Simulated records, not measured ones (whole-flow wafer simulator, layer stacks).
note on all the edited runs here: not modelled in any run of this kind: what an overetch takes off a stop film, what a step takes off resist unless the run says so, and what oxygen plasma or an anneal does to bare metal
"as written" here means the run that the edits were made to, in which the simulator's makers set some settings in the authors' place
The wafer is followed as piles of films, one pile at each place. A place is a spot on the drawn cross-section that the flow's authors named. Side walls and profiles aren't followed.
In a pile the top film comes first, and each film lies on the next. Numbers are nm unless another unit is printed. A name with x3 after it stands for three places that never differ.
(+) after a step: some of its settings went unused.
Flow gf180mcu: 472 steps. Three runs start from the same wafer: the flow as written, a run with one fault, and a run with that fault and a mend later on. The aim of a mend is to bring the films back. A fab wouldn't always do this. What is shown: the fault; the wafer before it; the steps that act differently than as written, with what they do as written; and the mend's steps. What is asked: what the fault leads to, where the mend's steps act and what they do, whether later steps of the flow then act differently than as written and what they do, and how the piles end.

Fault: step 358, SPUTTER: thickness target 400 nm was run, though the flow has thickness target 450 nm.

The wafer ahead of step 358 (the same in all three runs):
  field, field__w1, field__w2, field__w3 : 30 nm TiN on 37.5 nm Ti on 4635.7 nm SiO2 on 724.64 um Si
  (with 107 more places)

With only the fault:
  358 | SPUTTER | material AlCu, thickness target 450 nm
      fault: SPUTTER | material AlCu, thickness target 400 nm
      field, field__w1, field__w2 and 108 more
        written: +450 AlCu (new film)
        fault: +400 AlCu (new film)
  Steps later in the flow that act otherwise than as written:
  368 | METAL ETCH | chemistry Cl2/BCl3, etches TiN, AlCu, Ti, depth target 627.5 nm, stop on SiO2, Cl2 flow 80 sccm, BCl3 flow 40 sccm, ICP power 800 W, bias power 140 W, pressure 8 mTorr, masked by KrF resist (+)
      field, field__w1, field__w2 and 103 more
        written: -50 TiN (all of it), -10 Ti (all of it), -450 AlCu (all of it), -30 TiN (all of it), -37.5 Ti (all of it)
        fault: -50 TiN (all of it), -10 Ti (all of it), -400 AlCu (all of it), -30 TiN (all of it), -37.5 Ti (all of it)
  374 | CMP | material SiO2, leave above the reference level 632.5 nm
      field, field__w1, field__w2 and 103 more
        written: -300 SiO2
        fault: -350 SiO2
  At field__w8, contact, m1, m1__w1, m1_nw, the piles at the end differ from the flow's by more than 2% or 0.5 nm, whichever is larger.
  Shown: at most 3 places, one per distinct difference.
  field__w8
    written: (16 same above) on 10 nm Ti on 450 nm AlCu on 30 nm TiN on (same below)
    fault: (16 same above) on 10 nm Ti on 400 nm AlCu on 30 nm TiN on (same below)
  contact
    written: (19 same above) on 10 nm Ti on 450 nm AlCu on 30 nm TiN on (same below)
    fault: (19 same above) on 10 nm Ti on 400 nm AlCu on 30 nm TiN on (same below)

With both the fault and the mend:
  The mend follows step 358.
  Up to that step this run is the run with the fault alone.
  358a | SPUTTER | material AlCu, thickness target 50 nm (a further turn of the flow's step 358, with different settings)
      field, field__w1, field__w2 and 108 more
        +50 AlCu
  Later steps of the flow that are run all act as written at every place that is followed.
  The piles end the same as the flow's at every place that both follow.
